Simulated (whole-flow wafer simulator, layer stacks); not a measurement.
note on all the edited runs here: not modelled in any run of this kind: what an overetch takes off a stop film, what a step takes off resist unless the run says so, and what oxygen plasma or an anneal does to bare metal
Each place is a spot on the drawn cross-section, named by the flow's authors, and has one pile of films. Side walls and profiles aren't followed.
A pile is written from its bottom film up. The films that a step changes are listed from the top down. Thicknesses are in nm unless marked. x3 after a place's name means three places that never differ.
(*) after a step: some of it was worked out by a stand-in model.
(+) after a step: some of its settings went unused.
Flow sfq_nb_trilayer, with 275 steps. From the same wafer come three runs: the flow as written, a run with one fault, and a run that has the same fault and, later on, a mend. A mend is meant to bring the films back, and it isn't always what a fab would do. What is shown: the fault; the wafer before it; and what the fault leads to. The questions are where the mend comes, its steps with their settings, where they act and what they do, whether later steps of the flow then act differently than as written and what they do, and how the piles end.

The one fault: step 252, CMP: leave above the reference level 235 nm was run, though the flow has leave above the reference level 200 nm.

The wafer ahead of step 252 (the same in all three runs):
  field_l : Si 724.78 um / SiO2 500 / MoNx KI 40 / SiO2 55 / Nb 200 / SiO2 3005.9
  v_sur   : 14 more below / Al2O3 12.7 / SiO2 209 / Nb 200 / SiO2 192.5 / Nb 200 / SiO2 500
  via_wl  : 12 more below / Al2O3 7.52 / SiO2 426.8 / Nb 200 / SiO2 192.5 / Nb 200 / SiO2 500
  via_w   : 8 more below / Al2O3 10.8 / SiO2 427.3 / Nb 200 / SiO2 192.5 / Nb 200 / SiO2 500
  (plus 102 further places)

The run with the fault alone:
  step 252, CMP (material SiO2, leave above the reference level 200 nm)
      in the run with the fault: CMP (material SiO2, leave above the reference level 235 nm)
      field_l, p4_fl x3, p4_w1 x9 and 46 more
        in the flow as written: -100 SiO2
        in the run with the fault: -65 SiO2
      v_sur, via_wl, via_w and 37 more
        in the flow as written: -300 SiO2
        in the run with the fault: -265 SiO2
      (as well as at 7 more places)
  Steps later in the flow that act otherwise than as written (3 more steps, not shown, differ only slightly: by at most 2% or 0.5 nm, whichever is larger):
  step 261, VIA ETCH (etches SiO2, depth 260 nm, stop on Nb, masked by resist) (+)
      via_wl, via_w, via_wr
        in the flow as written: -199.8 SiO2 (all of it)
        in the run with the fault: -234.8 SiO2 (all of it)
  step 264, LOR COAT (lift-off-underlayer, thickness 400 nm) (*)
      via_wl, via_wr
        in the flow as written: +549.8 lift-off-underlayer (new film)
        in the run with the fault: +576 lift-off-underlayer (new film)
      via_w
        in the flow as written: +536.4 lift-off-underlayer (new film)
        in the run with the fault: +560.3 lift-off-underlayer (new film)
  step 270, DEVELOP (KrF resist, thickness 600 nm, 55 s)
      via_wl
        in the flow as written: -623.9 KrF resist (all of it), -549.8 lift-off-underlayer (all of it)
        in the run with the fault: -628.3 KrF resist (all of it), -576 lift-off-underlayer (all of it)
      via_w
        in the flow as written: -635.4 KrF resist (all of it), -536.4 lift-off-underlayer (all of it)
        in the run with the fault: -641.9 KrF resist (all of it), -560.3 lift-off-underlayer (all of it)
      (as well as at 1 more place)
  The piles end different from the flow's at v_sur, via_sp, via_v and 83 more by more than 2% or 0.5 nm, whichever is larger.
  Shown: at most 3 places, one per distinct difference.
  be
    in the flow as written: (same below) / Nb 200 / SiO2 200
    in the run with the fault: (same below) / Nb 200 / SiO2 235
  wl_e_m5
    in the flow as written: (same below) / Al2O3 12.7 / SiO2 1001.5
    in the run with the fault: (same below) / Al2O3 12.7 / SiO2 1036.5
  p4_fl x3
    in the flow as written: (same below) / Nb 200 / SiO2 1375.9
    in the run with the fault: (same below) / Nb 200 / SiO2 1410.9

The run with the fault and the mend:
  After step 259 comes the mend.
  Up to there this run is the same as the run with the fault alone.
  step 259a, STRIP (over-ash 65%, gas O2, power 200 W) (*)
      field_l, v_sur, via_sp and 100 more
        -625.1 KrF resist (all of it), -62 anti-reflective coat (all of it)
      via_wl, via_w, via_wr
        -62 anti-reflective coat (all of it)
  step 259b, CMP (material SiO2, leave above the reference level 200 nm) (the flow's step 252, run once more)
      field_l, v_sur, via_wl and 103 more
        -35 SiO2
  step 259c, COAT (anti-reflective coat, thickness 62 nm) (the flow's step 254, run once more)
      field_l, v_sur, via_wl and 103 more
        +62 anti-reflective coat (new film)
  step 259d, COAT (KrF resist, thickness 650 nm) (the flow's step 255, run once more)
      field_l, v_sur, via_wl and 103 more
        +650 KrF resist (new film)
  step 259e, SOFTBAKE (KrF resist) (the flow's step 256, run once more)
      alters no film at any place that is followed
  step 259f, EXPOSE (photomask I7, dose 11.93 mJ/cm2, NA 0.6, wavelength 248 nm) (*) (the flow's step 257, run once more)
      alters no film at any place that is followed
  step 259g, PEB (KrF resist, 90 s) (the flow's step 258, run once more)
      field_l, v_sur, via_wl and 103 more
        -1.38 KrF resist
  step 259h, DEVELOP (KrF resist, thickness 650 nm, 60 s) (the flow's step 259, run once more)
      field_l, v_sur, via_sp and 100 more
        -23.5 KrF resist
      via_wl, via_w, via_wr
        -648.6 KrF resist (all of it)
  None of the later steps of the flow acts differently than as written at any place that is followed.
  The piles end the same as the flow's at every place that both follow.
